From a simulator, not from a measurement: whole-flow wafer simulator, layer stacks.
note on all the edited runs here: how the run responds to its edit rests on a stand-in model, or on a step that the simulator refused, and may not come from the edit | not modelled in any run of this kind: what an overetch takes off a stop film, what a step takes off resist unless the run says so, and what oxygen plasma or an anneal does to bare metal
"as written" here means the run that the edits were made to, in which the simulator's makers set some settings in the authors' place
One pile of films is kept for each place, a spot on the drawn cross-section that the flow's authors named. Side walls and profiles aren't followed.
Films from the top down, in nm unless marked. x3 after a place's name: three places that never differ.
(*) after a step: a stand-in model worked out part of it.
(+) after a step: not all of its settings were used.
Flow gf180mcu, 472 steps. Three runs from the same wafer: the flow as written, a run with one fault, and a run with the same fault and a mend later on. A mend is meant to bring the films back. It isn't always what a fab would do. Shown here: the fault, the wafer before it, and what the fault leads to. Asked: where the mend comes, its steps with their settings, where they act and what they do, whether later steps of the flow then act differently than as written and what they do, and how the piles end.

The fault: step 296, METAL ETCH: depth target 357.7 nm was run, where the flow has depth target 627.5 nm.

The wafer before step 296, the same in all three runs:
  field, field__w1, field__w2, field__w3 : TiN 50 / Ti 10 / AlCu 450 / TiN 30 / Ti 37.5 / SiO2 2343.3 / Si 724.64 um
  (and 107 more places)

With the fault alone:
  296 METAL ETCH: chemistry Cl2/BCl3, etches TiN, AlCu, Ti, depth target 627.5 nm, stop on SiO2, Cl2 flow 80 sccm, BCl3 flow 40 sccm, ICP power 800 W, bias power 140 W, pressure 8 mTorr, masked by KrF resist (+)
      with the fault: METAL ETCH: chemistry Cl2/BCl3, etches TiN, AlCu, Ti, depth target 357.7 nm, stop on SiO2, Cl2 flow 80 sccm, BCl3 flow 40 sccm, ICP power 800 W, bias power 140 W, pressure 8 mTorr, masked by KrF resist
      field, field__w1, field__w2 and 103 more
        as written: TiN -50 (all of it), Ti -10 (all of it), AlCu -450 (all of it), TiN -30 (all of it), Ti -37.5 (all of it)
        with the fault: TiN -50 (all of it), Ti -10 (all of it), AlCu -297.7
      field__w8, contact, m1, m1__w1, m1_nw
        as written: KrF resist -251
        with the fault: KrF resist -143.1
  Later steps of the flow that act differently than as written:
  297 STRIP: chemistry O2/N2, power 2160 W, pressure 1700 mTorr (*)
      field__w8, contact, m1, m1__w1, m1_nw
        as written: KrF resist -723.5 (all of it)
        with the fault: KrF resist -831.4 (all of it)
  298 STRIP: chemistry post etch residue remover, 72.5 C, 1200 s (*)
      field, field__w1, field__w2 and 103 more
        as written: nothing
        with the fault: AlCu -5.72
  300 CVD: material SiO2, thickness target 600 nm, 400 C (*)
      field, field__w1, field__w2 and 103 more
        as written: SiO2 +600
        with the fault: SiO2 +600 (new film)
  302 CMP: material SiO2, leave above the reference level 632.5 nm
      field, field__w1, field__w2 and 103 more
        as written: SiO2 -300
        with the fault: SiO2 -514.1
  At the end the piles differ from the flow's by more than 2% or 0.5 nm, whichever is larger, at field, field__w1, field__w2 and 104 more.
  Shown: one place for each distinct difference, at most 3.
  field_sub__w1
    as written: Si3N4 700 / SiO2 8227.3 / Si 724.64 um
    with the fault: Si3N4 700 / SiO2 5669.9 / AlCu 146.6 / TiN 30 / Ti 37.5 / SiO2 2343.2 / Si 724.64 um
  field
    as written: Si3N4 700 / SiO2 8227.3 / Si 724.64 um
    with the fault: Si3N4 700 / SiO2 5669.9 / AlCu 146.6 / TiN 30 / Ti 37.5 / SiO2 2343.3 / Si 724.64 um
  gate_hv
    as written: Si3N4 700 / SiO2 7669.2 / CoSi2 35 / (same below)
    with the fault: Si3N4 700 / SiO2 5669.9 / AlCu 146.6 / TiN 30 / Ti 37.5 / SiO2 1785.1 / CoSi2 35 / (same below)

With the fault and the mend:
  The mend comes after step 298.
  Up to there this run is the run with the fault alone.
  298a DEHYDRATE: 200 C, 60 s (the flow's step 289 once more)
      changes no film at any place that is followed
  298b HMDS: 120 C, 60 s (the flow's step 290 once more)
      changes no film at any place that is followed
  298c COAT: KrF resist, thickness 1000 nm (*) (the flow's step 291 once more)
      iso_ptap_pw, iso_ntap_nw, iso_nw_fld and 33 more
        KrF resist +1000 (new film)
      field__w5, field__w9, field_sub and 12 more
        KrF resist +1002.4 (new film)
      field_sub__w2, field_sub__w4, gate and 11 more
        KrF resist +1002.3 (new film)
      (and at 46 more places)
  298d SOFTBAKE: KrF resist (the flow's step 292 once more)
      changes no film at any place that is followed
  298e EXPOSE: photomask Metal2 (the flow's step 293 once more)
      changes no film at any place that is followed
  298f PEB: KrF resist, 135 C, 90 s (the flow's step 294 once more)
      field__w1, field__w2, field__w3 and 58 more
        KrF resist -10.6
      iso_ptap_pw, iso_ntap_nw, iso_nw_fld and 33 more
        KrF resist -10.5
      sd_p, gate_p, nw_sep_fld, polyc_n
        KrF resist -10.7
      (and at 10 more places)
  298g DEVELOP: thickness 1000 nm, 60 s (the flow's step 295 once more)
      iso_ptap_pw, iso_ntap_nw, iso_nw_fld and 33 more
        KrF resist -989.5 (all of it)
      field_sub__w2, field_sub__w4, active and 12 more
        KrF resist -991.7 (all of it)
      field__w5, field__w9, field_sub__w1 and 6 more
        KrF resist -991.8 (all of it)
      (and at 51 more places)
  298h METAL ETCH: chemistry Cl2/BCl3, etches TiN, AlCu, Ti, depth target 269.8 nm, stop on SiO2, Cl2 flow 80 sccm, BCl3 flow 40 sccm, ICP power 800 W, bias power 140 W, pressure 8 mTorr, masked by KrF resist (+) (the flow's step 296 once more, with other settings)
      field, field__w1, field__w2 and 103 more
        AlCu -146.6 (all of it), TiN -30 (all of it), Ti -37.5 (all of it)
      field__w8, contact, m1, m1__w1, m1_nw
        KrF resist -107.9
  298i STRIP: chemistry O2/N2, power 2160 W, pressure 1700 mTorr (*) (the flow's step 297 once more)
      field__w8
        KrF resist -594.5 (all of it)
      contact
        KrF resist -592.6 (all of it)
      m1
        KrF resist -594.6 (all of it)
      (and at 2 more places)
  298j STRIP: chemistry post etch residue remover, 72.5 C, 1200 s (*) (the flow's step 298 once more)
      field__w8, contact, m1, m1__w1, m1_nw
        TiN -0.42
  No later step of the flow acts differently than as written, at any place that is followed, by more than 2% or 0.5 nm, whichever is larger.
  At the end the piles differ from the flow's only slightly at the places that both follow, by at most 2% or 0.5 nm, whichever is larger.
